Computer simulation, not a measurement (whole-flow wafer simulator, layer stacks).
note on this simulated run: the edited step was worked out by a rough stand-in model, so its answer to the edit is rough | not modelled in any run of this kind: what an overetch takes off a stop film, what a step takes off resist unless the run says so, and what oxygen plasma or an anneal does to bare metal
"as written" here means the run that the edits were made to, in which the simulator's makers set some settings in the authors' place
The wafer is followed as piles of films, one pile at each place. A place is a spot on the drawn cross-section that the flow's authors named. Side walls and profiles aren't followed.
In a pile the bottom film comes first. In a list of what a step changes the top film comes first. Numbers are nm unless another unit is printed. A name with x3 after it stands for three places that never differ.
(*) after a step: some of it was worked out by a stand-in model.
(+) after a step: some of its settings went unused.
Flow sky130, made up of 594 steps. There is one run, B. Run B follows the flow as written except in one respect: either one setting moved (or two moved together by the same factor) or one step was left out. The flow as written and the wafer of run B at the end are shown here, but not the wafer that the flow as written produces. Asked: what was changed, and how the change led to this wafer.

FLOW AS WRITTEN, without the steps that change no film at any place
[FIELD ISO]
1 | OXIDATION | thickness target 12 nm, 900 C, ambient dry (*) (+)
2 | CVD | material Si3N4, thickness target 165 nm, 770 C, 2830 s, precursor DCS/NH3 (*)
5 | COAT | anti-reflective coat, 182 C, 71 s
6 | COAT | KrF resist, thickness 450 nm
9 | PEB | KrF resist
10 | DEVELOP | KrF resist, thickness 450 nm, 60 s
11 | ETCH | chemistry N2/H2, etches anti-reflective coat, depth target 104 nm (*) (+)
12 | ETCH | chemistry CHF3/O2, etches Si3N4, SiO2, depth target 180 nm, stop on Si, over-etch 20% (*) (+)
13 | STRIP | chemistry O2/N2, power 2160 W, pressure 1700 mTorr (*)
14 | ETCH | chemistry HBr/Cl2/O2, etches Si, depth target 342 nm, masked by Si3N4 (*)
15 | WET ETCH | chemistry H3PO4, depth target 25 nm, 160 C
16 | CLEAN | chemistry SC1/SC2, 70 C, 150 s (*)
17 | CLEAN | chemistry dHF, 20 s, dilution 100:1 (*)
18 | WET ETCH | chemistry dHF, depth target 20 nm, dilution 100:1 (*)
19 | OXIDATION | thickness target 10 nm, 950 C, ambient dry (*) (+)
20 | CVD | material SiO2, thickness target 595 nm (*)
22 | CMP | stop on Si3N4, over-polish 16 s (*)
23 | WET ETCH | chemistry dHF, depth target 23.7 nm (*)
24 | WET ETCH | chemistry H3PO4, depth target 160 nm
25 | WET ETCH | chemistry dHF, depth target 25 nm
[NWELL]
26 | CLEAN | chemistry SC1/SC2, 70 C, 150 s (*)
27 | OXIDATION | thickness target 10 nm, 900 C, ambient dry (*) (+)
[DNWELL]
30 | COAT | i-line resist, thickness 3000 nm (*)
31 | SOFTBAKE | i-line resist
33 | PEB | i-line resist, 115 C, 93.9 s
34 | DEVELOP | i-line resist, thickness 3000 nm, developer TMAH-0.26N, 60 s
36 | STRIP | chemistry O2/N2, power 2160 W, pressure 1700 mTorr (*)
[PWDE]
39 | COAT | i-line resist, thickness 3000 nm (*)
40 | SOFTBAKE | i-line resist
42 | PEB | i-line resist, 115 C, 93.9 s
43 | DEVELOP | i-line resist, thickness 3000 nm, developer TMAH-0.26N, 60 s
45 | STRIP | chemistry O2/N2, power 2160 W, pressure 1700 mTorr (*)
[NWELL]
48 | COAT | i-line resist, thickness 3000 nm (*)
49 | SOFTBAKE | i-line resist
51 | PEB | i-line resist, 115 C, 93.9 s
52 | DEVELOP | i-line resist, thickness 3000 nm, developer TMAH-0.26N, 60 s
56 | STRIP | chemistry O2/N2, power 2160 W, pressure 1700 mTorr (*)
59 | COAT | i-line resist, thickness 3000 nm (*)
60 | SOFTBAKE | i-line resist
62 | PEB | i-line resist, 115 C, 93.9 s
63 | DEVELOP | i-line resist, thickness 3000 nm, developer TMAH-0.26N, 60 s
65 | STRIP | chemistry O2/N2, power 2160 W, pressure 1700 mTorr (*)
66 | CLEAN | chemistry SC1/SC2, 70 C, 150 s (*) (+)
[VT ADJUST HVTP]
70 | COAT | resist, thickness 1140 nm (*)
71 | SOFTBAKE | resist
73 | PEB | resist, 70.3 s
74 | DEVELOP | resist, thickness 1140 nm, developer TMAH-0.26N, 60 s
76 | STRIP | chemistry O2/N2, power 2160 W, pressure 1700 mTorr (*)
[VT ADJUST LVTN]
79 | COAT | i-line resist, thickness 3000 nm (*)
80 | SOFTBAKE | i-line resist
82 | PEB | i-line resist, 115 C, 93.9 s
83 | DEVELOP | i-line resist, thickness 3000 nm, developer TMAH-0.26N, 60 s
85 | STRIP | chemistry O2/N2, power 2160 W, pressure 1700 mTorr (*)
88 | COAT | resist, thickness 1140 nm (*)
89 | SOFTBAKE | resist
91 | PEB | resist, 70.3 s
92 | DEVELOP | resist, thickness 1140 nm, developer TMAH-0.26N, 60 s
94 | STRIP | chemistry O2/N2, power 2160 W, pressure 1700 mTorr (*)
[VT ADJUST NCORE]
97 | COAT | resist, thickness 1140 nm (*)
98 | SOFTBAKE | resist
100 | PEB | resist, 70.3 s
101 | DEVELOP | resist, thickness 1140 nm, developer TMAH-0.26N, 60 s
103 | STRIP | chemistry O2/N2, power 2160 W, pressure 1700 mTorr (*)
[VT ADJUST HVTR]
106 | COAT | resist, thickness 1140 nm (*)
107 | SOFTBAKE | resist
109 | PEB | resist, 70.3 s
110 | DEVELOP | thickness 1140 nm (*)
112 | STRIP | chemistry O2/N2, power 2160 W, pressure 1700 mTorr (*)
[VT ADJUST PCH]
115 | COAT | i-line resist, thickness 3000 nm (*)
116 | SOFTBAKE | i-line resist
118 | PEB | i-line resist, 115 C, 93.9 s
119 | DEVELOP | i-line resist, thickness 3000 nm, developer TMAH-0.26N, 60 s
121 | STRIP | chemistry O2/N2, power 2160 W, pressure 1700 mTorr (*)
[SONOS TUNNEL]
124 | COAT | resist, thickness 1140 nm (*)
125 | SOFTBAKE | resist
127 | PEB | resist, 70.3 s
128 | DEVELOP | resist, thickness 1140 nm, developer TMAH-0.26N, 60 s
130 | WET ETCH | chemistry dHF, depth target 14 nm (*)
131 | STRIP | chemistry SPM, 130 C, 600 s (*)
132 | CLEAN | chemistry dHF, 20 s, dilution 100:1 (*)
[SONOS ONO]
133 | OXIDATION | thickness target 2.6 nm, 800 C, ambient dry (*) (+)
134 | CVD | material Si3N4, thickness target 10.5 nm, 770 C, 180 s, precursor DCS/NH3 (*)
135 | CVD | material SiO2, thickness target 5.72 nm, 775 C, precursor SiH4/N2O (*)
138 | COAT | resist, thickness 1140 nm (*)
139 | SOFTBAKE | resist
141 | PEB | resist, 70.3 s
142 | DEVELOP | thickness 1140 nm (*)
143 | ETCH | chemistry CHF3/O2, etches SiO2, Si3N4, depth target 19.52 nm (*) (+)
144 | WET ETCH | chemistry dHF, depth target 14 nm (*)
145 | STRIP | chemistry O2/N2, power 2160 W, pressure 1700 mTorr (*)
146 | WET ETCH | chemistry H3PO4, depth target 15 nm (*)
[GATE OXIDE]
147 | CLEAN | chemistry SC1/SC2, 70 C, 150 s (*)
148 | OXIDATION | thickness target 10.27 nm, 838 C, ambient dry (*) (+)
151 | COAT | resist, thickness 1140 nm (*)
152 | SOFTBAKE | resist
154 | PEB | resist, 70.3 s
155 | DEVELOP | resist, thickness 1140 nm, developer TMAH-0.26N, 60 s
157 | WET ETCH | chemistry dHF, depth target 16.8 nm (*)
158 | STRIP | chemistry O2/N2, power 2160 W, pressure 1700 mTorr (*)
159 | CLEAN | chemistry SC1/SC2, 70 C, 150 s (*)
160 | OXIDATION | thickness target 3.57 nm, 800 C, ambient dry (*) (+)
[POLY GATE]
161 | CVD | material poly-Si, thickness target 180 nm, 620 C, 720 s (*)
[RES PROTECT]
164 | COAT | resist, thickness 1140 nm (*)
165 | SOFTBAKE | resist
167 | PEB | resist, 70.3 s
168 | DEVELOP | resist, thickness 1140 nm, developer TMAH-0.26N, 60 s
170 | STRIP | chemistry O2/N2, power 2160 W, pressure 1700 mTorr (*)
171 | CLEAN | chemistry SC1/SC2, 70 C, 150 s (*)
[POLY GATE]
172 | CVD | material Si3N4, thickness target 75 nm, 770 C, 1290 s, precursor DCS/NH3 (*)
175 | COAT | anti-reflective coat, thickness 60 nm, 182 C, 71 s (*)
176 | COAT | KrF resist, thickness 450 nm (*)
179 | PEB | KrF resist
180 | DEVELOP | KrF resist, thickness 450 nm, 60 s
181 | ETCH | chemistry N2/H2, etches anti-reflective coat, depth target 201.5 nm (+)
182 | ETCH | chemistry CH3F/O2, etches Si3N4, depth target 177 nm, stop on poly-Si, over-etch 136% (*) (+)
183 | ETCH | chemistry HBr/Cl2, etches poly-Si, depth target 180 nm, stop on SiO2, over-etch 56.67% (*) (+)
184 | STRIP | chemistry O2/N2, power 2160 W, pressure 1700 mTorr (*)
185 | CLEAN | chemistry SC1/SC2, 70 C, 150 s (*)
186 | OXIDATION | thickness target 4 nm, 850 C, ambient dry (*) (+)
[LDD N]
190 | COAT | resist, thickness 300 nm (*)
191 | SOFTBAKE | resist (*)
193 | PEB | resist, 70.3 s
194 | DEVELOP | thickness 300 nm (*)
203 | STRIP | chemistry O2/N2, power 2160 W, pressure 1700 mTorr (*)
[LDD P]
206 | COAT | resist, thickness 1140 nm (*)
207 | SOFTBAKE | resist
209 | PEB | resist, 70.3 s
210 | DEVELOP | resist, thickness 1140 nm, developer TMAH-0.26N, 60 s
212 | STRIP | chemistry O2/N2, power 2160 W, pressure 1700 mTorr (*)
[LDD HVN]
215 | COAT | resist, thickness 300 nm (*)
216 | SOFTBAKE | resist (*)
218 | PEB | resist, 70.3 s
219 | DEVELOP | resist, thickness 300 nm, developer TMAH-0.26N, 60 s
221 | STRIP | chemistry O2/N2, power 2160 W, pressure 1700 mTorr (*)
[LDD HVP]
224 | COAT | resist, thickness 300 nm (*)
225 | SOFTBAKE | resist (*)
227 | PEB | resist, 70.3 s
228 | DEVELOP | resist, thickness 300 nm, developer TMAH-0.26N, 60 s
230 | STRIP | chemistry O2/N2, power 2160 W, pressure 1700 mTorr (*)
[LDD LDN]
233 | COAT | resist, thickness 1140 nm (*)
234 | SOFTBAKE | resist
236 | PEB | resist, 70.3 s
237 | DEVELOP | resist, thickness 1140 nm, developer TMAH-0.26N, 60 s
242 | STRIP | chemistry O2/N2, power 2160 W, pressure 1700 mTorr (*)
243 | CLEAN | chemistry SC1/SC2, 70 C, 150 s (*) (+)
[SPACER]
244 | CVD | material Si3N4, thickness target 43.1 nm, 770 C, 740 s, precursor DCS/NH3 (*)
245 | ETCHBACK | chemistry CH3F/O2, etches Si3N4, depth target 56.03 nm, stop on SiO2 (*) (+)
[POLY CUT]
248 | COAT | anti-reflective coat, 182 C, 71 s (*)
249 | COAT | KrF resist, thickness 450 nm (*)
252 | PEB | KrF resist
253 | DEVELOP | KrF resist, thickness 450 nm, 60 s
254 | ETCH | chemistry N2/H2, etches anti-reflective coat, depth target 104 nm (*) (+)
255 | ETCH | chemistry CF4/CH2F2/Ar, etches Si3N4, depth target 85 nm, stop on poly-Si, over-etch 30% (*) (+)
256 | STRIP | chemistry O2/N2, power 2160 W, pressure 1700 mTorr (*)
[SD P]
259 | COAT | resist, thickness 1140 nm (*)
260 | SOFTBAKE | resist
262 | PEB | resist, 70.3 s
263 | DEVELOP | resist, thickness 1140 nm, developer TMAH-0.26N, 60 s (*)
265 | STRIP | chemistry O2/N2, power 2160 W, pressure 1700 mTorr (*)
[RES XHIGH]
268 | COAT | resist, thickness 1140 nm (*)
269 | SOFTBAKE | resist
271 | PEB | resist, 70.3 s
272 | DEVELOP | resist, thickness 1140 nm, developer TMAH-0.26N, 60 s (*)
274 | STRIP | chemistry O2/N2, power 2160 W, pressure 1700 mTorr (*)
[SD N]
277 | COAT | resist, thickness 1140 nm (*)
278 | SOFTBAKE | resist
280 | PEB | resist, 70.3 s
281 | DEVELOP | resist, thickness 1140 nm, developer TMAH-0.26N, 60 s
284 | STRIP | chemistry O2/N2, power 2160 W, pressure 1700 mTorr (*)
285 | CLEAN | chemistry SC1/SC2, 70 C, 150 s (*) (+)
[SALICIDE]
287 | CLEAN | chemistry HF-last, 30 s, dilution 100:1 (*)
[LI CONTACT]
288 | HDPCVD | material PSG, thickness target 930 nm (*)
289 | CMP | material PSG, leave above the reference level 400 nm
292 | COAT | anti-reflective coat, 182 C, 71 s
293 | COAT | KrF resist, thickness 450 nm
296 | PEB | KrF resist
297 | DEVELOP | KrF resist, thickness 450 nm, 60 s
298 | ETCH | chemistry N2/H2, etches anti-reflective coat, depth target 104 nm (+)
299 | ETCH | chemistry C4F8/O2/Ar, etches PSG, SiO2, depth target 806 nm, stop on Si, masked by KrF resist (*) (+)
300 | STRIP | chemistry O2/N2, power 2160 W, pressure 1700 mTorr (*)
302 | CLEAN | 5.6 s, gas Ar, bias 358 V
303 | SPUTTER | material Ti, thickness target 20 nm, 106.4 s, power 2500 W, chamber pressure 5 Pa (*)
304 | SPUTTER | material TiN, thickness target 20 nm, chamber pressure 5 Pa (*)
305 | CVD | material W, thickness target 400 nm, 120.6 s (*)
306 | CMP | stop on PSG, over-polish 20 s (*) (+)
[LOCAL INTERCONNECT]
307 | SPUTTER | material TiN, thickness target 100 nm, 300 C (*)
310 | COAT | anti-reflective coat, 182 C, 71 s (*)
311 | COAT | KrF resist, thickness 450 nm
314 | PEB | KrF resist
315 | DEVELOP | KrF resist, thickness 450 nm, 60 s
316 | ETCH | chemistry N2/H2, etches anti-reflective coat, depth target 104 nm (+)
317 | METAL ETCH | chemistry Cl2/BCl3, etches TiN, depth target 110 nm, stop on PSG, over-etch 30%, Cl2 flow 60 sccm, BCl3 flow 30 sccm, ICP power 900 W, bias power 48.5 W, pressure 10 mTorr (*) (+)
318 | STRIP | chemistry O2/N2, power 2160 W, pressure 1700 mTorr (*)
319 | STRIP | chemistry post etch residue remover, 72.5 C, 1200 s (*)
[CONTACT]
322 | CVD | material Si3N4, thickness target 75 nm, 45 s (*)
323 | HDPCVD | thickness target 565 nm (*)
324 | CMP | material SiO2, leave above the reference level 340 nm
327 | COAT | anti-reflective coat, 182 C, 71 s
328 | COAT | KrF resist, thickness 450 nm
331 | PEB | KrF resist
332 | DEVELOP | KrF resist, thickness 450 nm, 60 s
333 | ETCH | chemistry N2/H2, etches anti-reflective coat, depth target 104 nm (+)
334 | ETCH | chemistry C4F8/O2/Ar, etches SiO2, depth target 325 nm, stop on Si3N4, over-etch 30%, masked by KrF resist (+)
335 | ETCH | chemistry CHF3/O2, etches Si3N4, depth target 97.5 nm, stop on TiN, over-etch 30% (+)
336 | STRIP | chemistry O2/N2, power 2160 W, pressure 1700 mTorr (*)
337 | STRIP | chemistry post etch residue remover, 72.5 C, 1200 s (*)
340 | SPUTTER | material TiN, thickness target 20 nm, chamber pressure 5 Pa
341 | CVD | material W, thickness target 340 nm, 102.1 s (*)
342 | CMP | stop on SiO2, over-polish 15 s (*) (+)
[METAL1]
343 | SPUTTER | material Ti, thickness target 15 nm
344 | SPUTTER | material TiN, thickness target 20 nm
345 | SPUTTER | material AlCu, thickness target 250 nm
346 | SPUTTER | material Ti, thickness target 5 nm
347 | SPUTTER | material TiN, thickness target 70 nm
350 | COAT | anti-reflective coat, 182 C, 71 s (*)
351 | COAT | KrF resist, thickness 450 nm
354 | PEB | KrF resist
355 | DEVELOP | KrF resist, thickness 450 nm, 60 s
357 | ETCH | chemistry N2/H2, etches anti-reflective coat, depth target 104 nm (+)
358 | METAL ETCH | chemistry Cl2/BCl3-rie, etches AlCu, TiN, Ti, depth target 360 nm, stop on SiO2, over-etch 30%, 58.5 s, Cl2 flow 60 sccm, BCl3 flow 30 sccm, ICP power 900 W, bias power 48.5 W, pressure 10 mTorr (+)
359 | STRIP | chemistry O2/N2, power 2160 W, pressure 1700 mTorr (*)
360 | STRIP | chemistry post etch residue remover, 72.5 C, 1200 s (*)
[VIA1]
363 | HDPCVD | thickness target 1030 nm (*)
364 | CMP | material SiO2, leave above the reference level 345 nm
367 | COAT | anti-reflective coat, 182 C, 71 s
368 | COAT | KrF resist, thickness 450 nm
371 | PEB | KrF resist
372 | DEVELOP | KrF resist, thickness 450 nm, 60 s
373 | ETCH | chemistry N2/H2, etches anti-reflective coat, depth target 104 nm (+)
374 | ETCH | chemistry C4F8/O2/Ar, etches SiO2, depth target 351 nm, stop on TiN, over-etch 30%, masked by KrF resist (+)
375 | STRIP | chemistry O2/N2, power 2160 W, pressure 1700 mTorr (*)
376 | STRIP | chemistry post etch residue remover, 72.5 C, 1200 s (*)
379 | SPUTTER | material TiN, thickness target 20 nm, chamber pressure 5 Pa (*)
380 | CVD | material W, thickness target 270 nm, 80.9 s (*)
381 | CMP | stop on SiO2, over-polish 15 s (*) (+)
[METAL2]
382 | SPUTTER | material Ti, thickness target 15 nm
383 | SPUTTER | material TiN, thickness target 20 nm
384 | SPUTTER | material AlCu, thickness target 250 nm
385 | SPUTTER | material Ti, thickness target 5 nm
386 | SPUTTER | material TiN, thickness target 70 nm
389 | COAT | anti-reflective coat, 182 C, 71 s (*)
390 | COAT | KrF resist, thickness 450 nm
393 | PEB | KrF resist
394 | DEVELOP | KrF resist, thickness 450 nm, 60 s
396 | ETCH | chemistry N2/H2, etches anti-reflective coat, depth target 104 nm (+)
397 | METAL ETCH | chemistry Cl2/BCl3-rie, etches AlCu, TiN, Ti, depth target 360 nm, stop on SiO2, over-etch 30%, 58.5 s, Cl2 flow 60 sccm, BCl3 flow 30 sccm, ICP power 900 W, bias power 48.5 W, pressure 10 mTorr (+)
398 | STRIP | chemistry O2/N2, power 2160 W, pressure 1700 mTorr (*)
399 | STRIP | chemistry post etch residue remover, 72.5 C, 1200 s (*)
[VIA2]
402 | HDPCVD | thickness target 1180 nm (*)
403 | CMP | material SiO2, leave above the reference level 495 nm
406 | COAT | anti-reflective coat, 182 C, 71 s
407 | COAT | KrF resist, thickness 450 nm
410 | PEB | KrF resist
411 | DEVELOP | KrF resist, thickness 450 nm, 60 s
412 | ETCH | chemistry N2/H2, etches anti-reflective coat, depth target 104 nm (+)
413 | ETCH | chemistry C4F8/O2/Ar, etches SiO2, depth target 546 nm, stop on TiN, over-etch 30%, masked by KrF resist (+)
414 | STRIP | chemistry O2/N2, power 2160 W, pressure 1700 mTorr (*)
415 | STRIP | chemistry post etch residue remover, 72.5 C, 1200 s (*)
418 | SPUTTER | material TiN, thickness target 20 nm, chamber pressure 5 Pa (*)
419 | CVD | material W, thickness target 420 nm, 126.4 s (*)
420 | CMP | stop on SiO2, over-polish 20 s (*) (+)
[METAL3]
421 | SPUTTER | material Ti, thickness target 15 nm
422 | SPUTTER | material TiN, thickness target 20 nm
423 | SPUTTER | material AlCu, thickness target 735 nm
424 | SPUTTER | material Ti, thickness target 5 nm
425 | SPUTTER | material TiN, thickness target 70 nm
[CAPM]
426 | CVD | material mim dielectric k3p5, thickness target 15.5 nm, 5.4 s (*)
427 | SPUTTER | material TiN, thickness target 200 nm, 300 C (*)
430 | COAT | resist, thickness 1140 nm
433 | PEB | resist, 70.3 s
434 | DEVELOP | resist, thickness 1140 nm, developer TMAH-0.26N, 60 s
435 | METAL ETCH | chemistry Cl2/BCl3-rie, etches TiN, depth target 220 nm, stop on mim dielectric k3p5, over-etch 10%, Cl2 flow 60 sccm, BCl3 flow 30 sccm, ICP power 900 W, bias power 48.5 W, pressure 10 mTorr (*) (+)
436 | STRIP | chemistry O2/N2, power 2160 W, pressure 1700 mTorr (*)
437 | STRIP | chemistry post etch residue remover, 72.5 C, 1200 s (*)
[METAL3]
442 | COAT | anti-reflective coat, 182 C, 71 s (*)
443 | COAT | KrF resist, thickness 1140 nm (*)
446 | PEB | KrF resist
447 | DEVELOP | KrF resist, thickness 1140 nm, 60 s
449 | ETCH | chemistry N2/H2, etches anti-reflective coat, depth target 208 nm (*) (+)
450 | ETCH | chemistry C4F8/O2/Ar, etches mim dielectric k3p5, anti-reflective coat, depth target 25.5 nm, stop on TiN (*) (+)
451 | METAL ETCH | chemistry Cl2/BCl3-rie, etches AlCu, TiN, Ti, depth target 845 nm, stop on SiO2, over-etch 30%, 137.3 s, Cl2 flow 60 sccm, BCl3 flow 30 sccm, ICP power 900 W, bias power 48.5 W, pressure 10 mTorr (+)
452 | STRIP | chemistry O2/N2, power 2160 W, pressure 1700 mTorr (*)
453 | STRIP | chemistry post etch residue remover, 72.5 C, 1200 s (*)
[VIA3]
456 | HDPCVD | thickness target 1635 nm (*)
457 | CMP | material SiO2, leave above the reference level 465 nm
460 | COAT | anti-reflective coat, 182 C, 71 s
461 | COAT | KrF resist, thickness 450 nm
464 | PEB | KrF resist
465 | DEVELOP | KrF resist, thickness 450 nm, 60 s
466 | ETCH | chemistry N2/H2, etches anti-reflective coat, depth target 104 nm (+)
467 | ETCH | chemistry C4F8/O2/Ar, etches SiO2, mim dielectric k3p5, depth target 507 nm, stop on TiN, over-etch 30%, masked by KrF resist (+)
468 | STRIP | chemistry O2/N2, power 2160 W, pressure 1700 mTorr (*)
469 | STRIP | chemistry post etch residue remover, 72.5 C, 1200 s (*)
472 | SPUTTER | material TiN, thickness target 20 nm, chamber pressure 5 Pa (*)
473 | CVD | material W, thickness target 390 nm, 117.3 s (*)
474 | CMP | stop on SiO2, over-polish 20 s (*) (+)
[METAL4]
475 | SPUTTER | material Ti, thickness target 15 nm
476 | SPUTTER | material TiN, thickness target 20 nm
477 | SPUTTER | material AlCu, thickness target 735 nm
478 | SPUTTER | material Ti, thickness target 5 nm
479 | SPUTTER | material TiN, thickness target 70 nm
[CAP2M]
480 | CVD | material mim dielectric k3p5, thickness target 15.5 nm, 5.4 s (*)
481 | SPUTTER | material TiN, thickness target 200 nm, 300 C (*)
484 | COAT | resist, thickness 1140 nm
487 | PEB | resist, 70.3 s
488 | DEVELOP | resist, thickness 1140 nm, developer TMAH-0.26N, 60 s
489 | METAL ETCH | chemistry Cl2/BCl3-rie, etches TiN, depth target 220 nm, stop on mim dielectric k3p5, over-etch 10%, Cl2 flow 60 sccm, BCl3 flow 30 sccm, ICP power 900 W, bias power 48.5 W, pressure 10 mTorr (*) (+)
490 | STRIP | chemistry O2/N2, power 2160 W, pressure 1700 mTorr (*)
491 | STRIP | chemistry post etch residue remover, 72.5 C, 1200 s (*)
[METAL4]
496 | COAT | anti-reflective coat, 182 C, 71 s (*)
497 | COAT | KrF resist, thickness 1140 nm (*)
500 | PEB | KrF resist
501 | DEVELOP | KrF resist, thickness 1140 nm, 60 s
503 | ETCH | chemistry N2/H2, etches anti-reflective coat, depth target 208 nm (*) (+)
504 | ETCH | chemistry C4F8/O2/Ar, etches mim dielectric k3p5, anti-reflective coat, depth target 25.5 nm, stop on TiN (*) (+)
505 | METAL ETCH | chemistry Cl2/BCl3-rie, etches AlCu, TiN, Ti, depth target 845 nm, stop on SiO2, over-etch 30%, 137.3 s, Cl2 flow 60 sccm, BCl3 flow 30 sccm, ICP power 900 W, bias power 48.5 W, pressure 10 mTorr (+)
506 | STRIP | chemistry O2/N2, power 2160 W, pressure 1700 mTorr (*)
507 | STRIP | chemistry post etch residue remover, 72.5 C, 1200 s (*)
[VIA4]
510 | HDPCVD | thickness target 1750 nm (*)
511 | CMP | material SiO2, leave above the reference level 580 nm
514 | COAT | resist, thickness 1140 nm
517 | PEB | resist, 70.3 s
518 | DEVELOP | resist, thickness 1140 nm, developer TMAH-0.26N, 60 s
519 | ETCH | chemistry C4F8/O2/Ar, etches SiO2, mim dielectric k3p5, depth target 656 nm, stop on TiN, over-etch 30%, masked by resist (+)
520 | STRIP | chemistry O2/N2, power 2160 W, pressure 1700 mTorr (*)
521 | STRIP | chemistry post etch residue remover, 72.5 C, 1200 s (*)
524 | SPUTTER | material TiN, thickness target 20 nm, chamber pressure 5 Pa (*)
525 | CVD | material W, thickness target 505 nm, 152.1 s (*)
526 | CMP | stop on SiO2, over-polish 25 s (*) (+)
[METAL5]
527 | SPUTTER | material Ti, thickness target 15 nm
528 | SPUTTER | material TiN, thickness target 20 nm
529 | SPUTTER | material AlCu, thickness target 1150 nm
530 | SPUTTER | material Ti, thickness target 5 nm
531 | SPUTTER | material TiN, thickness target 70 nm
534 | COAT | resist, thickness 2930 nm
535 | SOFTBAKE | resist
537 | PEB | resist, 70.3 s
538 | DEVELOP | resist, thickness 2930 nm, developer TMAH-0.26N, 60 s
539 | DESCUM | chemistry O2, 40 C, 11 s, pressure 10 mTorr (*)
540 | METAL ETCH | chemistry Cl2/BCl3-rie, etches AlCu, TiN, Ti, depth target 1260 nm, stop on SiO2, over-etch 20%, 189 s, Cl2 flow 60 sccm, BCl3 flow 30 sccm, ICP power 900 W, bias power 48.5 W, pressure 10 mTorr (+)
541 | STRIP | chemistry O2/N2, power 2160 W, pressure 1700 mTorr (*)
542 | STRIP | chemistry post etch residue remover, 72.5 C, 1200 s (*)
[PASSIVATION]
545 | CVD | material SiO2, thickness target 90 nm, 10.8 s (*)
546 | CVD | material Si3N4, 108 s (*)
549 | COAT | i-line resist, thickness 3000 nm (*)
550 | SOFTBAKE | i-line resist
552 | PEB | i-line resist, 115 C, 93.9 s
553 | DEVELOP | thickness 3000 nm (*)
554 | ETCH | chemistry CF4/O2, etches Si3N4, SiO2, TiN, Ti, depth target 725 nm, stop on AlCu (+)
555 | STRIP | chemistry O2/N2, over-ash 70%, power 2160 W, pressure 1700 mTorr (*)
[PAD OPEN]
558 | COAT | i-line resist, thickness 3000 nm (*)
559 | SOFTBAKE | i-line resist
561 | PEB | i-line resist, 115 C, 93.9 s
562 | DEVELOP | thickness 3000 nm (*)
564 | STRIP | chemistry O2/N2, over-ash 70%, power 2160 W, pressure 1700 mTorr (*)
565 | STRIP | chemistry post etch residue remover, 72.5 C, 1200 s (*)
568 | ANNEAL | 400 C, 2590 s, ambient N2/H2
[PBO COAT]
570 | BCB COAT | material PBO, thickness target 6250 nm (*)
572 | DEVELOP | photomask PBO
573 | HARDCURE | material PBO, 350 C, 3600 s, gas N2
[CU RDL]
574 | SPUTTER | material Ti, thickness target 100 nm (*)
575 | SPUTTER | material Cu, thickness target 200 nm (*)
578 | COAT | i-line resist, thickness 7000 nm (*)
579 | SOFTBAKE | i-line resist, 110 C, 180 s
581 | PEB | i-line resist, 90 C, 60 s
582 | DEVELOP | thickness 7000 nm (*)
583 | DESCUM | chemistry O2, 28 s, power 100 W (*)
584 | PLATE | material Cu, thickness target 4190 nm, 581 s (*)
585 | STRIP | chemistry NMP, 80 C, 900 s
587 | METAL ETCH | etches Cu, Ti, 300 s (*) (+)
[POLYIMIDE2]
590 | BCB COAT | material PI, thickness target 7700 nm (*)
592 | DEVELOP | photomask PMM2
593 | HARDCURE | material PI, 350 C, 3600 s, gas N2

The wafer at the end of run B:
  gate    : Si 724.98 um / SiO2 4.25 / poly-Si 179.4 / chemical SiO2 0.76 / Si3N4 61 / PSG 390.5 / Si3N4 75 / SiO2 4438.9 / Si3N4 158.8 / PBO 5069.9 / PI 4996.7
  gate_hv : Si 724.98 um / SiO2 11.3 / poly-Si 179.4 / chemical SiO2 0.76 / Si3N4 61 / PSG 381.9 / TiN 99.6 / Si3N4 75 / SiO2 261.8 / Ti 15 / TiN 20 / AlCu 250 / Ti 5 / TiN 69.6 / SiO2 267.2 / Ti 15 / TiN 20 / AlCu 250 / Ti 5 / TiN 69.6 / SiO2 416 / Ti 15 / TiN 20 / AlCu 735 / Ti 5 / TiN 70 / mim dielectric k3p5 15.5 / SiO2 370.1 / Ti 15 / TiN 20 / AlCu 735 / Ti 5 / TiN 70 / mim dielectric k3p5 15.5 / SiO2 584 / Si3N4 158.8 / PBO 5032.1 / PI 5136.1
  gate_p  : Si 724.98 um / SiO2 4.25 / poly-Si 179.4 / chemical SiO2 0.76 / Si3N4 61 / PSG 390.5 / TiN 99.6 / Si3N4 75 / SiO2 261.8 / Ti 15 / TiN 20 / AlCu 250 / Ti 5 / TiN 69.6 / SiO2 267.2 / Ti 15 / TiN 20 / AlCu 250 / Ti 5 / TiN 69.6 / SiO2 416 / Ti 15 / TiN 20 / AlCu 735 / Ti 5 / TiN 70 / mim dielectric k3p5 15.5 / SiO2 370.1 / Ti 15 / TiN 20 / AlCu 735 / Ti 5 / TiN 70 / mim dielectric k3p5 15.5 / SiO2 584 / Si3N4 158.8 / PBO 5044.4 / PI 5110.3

The reason: step 160, OXIDATION: thickness target 4.25 nm was run, whereas the flow has thickness target 3.57 nm.
The wafer lets one read it off: gate has SiO2 4.25, and step 160 as written asks for 3.57 nm.

Step by step, how the change led to this:
  160 | OXIDATION | thickness target 3.57 nm, 800 C, ambient dry (*) (+)
      active, n_well, p_well and 58 more: SiO2 gains 4.25 (new film), chemical SiO2 loses 0.76 (all of it), Si loses 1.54 (in the flow as written it would be: SiO2 gains 3.57 (new film), chemical SiO2 loses 0.76 (all of it), Si loses 1.24)
      gate_hv, m1, pad and 37 more: SiO2 gains 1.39, Si loses 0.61 (in the flow as written it would be: SiO2 gains 0.85, Si loses 0.37)
  248 | COAT | anti-reflective coat, 182 C, 71 s (*)
      m1: anti-reflective coat gains 15.5 (new film) (in the flow as written it would be: anti-reflective coat gains 16.3 (new film))
      sonos_cell: anti-reflective coat gains 8.39 (new film) (in the flow as written it would be: anti-reflective coat gains 8.94 (new film))
  256 | STRIP | chemistry O2/N2, power 2160 W, pressure 1700 mTorr (*)
      m1: KrF resist loses 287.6 (all of it), anti-reflective coat loses 15.5 (all of it) (in the flow as written it would be: KrF resist loses 287.2 (all of it), anti-reflective coat loses 16.3 (all of it))
      sonos_cell: KrF resist loses 281.4 (all of it), anti-reflective coat loses 8.39 (all of it) (in the flow as written it would be: KrF resist loses 280.8 (all of it), anti-reflective coat loses 8.94 (all of it))
  299 | ETCH | chemistry C4F8/O2/Ar, etches PSG, SiO2, depth target 806 nm, stop on Si, masked by KrF resist (*) (+)
      contact, ndiff_licon, ndiff_licon_cpp: PSG loses 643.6 (all of it), SiO2 loses 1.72 (all of it) (in the flow as written it would be: PSG loses 643.6 (all of it), SiO2 loses 1.16 (all of it))
